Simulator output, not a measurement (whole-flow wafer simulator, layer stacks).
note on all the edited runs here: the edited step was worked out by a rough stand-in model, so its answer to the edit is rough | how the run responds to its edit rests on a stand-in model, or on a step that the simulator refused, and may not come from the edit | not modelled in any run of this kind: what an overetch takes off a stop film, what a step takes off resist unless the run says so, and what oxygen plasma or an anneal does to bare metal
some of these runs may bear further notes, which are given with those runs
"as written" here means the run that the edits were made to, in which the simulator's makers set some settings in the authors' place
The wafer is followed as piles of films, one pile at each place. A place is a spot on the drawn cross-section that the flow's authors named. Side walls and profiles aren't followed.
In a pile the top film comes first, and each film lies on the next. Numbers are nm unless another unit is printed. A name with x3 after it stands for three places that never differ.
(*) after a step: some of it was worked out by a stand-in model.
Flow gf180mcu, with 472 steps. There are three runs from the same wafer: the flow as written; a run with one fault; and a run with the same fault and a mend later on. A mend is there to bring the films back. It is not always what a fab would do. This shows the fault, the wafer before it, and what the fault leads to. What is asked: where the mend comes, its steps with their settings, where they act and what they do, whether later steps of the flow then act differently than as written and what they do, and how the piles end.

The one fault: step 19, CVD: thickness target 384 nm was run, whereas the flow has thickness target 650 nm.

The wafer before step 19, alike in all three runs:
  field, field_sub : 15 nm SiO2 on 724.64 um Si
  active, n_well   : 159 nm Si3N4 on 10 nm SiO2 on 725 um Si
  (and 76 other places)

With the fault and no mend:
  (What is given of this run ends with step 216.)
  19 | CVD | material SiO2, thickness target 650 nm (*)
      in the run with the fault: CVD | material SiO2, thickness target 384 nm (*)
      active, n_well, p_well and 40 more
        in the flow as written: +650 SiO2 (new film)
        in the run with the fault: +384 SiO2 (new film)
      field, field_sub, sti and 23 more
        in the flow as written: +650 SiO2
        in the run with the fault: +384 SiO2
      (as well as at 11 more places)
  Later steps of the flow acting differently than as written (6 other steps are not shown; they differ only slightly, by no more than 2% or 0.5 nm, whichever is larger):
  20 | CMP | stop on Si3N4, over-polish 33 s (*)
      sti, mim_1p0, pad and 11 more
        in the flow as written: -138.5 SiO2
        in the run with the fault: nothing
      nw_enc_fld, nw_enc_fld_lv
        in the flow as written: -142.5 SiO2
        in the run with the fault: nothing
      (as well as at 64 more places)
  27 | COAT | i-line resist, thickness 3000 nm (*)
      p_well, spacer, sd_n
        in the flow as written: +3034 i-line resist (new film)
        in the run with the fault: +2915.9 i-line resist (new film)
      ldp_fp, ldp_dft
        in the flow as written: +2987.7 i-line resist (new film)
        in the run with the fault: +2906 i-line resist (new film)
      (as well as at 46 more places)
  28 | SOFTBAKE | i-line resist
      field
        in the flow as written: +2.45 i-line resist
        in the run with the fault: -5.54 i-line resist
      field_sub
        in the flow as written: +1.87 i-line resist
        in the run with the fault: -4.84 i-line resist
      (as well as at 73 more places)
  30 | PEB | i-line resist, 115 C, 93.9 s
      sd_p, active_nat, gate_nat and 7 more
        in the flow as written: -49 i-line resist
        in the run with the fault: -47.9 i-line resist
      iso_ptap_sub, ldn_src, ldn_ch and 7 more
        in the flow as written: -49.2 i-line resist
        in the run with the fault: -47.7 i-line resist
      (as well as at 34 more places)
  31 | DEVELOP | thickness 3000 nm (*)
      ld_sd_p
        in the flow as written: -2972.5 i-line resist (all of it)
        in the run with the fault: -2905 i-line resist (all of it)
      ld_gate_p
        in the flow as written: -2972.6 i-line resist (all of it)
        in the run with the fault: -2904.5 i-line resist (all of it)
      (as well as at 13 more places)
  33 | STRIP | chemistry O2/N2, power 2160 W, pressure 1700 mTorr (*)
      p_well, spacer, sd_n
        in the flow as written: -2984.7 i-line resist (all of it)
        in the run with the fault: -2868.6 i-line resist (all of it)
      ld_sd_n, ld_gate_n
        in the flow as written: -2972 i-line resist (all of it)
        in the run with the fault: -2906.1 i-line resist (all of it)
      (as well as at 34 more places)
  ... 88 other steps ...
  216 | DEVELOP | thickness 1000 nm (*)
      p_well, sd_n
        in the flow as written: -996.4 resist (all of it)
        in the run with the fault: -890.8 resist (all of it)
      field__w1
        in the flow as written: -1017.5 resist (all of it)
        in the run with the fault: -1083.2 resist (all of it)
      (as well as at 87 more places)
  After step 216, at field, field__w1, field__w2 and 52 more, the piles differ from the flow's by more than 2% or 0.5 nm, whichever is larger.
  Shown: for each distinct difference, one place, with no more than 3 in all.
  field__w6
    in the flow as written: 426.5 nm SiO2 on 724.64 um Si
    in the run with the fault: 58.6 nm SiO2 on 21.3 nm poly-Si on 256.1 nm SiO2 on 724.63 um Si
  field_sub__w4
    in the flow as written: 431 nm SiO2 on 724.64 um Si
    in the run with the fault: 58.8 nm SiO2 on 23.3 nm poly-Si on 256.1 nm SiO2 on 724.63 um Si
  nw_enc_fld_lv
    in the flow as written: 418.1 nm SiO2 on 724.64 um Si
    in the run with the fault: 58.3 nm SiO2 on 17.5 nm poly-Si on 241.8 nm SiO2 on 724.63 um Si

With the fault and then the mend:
  The mend follows step 19.
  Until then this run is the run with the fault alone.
  19a | CVD | material SiO2, thickness target 266 nm (*) (the flow's step 19, run once more with other settings)
      field, field_sub, active and 77 more
        +266 SiO2
  Every later step of the flow that is run acts as written, at every place that is followed, to within 2% or 0.5 nm, whichever is larger.
  At every place that both follow, the piles at the end match the flow's.
